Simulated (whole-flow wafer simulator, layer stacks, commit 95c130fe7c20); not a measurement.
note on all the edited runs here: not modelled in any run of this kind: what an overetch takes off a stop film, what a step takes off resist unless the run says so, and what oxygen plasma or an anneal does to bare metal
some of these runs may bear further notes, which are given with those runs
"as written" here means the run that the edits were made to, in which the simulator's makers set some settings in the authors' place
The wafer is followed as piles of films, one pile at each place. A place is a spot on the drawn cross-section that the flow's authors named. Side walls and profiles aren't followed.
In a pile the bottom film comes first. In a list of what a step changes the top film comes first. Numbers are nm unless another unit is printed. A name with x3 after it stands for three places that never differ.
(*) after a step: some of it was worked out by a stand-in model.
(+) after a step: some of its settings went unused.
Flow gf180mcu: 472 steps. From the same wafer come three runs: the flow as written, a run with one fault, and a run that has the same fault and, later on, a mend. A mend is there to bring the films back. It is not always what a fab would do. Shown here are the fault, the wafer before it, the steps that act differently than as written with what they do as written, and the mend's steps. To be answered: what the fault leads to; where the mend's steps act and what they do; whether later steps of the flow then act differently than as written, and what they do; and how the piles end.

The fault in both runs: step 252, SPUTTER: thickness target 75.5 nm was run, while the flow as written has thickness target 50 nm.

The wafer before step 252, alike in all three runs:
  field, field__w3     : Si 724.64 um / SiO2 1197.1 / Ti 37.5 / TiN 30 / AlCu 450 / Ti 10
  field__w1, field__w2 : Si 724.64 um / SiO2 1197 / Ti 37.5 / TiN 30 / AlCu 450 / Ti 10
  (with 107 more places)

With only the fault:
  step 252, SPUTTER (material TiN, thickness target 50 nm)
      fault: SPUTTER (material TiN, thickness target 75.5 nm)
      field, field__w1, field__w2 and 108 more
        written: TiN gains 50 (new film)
        fault: TiN gains 75.5 (new film)
  Steps later in the flow that act otherwise than as written (3 other steps are not shown; they differ only slightly, by no more than 2% or 0.5 nm, whichever is larger):
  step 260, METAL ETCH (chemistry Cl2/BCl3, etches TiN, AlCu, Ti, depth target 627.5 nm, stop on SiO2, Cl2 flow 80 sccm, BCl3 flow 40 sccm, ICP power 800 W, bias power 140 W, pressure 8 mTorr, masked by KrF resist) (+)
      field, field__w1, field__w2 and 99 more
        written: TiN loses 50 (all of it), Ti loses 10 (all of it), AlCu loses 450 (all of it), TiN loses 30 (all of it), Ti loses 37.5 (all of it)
        fault: TiN loses 75.5 (all of it), Ti loses 10 (all of it), AlCu loses 450 (all of it), TiN loses 30 (all of it), Ti loses 37.5 (all of it)
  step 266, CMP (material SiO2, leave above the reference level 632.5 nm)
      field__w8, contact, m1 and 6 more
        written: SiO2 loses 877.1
        fault: SiO2 loses 902.6
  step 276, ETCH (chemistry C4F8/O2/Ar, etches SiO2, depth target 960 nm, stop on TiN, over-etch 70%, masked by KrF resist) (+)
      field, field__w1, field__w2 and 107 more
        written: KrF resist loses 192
        fault: KrF resist loses 186
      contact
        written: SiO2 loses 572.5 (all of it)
        fault: SiO2 loses 547 (all of it)
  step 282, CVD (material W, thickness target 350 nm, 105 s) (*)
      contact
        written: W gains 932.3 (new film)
        fault: W gains 906.5 (new film)
  By the end, the piles at field__w8, contact, m1 and 6 more depart from the flow's by more than 2% or 0.5 nm, whichever is larger.
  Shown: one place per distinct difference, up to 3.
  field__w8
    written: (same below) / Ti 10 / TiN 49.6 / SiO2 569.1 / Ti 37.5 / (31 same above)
    fault: (same below) / Ti 10 / TiN 75.1 / SiO2 543.6 / Ti 37.5 / (31 same above)
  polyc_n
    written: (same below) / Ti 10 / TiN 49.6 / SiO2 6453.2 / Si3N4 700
    fault: (same below) / Ti 10 / TiN 75.1 / SiO2 6427.7 / Si3N4 700
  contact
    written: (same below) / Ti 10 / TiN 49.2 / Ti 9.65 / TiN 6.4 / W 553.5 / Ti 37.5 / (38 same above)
    fault: (same below) / Ti 10 / TiN 74.7 / Ti 9.8 / TiN 6.5 / W 527.8 / Ti 37.5 / (38 same above)

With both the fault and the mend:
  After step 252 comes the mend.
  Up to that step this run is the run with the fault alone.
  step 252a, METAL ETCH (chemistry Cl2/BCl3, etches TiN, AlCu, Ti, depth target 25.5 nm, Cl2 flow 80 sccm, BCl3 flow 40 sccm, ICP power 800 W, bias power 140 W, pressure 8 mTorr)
      field, field__w1, field__w2 and 108 more
        TiN loses 25.5
  None of the later steps of the flow acts differently than as written at any place that is followed.
  By the end, the piles equal the flow's at every place that both follow.
